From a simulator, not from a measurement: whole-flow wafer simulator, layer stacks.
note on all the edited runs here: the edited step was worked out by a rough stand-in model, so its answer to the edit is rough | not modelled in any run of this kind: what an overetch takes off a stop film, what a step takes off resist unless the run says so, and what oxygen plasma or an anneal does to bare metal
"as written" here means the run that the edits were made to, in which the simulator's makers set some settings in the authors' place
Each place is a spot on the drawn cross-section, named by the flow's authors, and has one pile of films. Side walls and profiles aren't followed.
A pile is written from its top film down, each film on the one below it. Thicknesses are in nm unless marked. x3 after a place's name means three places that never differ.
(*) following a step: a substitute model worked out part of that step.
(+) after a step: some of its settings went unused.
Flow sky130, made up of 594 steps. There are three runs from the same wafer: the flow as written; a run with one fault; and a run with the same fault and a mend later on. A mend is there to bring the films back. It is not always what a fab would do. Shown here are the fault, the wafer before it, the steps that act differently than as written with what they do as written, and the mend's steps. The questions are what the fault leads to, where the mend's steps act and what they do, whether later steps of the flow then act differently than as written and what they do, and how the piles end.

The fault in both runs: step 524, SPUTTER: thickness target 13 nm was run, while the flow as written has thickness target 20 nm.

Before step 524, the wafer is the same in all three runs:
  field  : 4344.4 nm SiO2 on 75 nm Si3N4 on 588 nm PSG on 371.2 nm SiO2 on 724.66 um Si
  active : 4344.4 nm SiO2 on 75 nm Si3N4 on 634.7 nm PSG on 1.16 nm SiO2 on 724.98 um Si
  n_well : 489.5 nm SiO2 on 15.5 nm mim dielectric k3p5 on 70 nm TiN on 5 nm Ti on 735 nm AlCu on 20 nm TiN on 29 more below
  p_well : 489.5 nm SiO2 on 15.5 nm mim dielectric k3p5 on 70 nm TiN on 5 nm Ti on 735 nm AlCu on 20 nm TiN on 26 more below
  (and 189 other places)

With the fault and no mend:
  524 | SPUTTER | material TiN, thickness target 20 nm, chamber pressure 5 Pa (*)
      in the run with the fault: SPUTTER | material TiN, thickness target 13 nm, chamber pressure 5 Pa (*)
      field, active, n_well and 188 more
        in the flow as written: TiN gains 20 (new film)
        in the run with the fault: TiN gains 13 (new film)
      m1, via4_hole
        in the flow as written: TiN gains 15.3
        in the run with the fault: TiN gains 9.92
  Later steps of the flow acting differently than as written (1 other step is not shown; it differs only slightly, by no more than 2% or 0.5 nm, whichever is larger):
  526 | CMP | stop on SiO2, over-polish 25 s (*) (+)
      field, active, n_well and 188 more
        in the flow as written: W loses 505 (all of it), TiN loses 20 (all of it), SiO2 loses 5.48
        in the run with the fault: W loses 505 (all of it), TiN loses 13 (all of it), SiO2 loses 5.48
  By the end, the piles at m1, via4_hole depart from the flow's by more than 2% or 0.5 nm, whichever is larger.
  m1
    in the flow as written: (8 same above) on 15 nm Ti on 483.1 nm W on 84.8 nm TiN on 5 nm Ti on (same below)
    in the run with the fault: (8 same above) on 15 nm Ti on 488.4 nm W on 79.5 nm TiN on 5 nm Ti on (same below)
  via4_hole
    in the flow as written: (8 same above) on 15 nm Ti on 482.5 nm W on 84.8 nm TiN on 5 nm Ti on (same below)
    in the run with the fault: (8 same above) on 15 nm Ti on 487.8 nm W on 79.5 nm TiN on 5 nm Ti on (same below)

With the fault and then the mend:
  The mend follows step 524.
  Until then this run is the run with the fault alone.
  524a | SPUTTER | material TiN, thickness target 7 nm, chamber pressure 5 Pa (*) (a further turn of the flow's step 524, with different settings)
      field, active, n_well and 188 more
        TiN gains 7
      m1, via4_hole
        TiN gains 5.33
  Every later step of the flow that is run acts as written at every place that is followed.
  The piles end the same as the flow's at every place that both follow.
